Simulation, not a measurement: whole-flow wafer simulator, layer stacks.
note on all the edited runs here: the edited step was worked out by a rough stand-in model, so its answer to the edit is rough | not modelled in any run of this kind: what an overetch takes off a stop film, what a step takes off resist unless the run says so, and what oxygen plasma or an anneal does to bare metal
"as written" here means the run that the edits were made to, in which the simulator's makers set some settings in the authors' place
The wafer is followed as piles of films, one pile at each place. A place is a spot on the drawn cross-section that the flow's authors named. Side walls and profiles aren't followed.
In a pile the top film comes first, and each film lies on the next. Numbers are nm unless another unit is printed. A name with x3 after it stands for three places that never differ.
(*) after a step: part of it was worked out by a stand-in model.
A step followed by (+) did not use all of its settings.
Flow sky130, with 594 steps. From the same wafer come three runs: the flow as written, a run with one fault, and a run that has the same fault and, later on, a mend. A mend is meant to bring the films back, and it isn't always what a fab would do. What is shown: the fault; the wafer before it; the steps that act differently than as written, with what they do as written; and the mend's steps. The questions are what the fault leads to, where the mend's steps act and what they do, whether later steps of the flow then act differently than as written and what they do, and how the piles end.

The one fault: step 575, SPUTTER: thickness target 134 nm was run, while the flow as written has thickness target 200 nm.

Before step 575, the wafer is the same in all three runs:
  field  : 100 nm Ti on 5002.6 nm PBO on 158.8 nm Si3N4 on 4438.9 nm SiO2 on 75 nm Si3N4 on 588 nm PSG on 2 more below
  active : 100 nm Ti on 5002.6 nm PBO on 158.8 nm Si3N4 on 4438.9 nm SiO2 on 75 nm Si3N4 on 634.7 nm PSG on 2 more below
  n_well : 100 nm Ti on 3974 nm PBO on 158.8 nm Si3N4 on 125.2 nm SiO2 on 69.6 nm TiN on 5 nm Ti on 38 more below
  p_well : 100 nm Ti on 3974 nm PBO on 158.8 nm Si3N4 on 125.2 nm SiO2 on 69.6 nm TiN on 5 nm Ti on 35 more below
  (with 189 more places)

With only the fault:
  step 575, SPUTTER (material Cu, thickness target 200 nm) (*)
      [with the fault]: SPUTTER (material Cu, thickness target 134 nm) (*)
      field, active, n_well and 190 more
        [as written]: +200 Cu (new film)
        [with the fault]: +134 Cu (new film)
  Later steps of the flow acting differently than as written (not shown: 7 more steps that differ only slightly, by at most 2% or 0.5 nm, whichever is larger):
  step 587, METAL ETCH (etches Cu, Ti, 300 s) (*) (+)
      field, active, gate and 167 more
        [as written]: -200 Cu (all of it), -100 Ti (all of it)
        [with the fault]: -134 Cu (all of it), -100 Ti (all of it)
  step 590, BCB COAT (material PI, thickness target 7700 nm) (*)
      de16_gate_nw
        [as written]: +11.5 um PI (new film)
        [with the fault]: +11.44 um PI (new film)
  The piles end different from the flow's at mim, sd_hvn, dext_nw_sti and 11 more by more than 2% or 0.5 nm, whichever is larger.
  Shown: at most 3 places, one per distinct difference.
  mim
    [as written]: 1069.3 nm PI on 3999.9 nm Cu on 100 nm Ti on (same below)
    [with the fault]: 1131.1 nm PI on 3933.9 nm Cu on 100 nm Ti on (same below)
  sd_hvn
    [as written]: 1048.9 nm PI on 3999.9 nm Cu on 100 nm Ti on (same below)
    [with the fault]: 1112.5 nm PI on 3933.9 nm Cu on 100 nm Ti on (same below)
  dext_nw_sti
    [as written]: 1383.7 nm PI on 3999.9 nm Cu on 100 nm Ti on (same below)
    [with the fault]: 1443 nm PI on 3933.9 nm Cu on 100 nm Ti on (same below)

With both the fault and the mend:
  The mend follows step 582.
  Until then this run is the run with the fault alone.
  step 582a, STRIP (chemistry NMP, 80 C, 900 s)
      wcut_nhv, wcut_phv, wcut_fox_pw and 23 more
        -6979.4 i-line resist (all of it)
      mim_edge_plate_strap, mim_edge_plate, mim_edge_gap, mim_edge_gap_sheet, vpp_l1ln, dnw_fox
        -6980.8 i-line resist (all of it)
      gate_len, gate_lvt_sd_len, gate_p_sd_len, gate_p_hvt_sd_len, gate_p_lvt_sd_len, gate_len_250
        -6982 i-line resist (all of it)
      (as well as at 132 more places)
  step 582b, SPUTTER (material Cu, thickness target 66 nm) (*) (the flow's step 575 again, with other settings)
      field, active, n_well and 190 more
        +66 Cu
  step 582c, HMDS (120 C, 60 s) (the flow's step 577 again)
      leaves every film unchanged at each place that is followed
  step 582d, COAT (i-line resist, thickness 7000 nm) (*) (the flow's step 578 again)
      dice_street, wcut_nhv, wcut_phv and 18 more
        +7000 i-line resist (new film)
      poly_ln, iso_pw_fox, gate_lvt_sd, active_lvt, spacer_lvt, sonos_sd, sonos_cell_x, sonos_guard_x
        +7003.2 i-line resist (new film)
      vpp_iso2, mim_edge_plate_strap, mim_edge_plate, mim_edge_gap, mim_edge_gap_sheet, gate_hv_nvt, de16_nw_sti
        +7001.4 i-line resist (new film)
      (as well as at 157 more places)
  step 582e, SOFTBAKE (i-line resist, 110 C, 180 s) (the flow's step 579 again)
      de16_gate_pw, de16_pw_fp, de16_pw_sti, de16_psrc_nw
        -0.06 i-line resist
      field, active_lvt
        +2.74 i-line resist
      mim, vcap_hvt
        -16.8 i-line resist
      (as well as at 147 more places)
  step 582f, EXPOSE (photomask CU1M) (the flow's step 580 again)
      leaves every film unchanged at each place that is followed
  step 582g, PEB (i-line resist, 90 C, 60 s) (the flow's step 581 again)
      field, active, n_well and 134 more
        -0.07 i-line resist
      pad
        -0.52 i-line resist
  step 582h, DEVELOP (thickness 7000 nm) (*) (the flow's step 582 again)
      field, active, gate and 167 more
        -20.6 i-line resist
      n_well, p_well, sd_n, sd_p
        -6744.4 i-line resist (all of it)
      dep_nw_sti, dep_ntap_nw, de16_nw_sti
        -7000.7 i-line resist (all of it)
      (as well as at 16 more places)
  None of the later steps of the flow acts differently than as written at any place that is followed.
  By the end, the piles equal the flow's at every place that both follow.
